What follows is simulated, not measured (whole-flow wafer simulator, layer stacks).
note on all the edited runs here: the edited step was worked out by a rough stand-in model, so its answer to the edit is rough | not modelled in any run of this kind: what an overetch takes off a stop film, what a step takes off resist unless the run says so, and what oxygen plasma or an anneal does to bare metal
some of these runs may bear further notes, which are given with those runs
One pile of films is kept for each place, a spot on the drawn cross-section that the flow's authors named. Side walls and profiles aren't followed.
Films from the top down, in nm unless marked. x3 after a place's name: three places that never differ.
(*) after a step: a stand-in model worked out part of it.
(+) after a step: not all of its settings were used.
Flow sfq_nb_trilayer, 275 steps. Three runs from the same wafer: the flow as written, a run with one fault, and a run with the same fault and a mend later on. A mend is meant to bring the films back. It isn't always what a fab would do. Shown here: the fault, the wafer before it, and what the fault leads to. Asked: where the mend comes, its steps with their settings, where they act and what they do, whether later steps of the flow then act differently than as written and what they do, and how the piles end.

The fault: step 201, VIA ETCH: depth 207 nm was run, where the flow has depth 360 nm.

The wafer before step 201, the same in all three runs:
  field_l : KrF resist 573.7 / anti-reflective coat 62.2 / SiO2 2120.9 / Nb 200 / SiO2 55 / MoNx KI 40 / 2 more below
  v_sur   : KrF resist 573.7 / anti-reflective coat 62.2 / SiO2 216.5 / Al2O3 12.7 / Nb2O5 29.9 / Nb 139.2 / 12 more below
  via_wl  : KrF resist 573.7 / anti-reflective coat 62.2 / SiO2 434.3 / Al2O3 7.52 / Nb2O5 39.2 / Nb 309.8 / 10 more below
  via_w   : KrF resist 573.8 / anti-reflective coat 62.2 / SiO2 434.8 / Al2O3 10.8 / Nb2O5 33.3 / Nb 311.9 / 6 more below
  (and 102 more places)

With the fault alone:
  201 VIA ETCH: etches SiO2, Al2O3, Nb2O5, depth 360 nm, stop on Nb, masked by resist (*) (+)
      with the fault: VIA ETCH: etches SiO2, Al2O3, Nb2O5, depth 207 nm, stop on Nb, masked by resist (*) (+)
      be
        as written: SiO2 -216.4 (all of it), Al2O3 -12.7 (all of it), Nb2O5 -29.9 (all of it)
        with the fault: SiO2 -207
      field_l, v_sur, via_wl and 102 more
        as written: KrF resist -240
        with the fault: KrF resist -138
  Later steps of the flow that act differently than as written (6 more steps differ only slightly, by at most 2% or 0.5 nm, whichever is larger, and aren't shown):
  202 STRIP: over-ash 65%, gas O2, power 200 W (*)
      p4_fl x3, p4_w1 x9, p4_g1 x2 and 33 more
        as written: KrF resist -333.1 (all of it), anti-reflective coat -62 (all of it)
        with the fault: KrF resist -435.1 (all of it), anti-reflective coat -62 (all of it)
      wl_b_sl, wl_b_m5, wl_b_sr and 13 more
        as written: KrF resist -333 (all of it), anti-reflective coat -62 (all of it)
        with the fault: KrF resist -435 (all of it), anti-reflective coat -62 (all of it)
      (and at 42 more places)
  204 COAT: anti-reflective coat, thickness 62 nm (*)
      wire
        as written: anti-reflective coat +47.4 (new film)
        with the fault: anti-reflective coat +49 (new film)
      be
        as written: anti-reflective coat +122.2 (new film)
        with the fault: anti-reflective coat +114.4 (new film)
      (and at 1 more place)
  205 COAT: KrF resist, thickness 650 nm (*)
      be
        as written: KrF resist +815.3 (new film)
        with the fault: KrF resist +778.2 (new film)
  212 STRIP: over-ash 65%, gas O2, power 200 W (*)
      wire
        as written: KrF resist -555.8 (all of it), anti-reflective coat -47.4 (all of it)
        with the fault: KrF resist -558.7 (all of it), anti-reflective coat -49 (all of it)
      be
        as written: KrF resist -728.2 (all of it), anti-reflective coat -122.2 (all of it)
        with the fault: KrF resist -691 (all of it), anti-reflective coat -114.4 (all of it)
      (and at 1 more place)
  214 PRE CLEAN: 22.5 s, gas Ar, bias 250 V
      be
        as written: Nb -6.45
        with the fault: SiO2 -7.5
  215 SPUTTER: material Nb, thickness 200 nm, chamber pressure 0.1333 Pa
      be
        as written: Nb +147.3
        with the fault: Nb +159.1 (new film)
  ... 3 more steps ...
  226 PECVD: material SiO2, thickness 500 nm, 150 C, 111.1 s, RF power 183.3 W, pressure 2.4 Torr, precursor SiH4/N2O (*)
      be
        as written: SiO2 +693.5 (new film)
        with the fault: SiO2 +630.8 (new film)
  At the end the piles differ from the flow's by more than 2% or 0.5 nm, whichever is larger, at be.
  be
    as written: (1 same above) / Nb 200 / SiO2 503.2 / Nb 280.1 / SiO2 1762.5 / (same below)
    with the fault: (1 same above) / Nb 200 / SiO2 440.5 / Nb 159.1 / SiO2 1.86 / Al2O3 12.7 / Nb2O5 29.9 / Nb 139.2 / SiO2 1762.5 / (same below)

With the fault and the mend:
  The mend comes after step 201.
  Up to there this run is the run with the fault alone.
  201a VIA ETCH: etches SiO2, Al2O3, Nb2O5, depth 153 nm, stop on Nb, masked by resist (*) (+) (the flow's step 201 once more, with other settings)
      field_l, v_sur, via_wl and 102 more
        KrF resist -102
      be
        SiO2 -9.36 (all of it), Al2O3 -12.7 (all of it), Nb2O5 -29.9 (all of it)
  No later step of the flow acts differently than as written at any place that is followed.
  At the end the piles are the same as the flow's at every place that both follow.
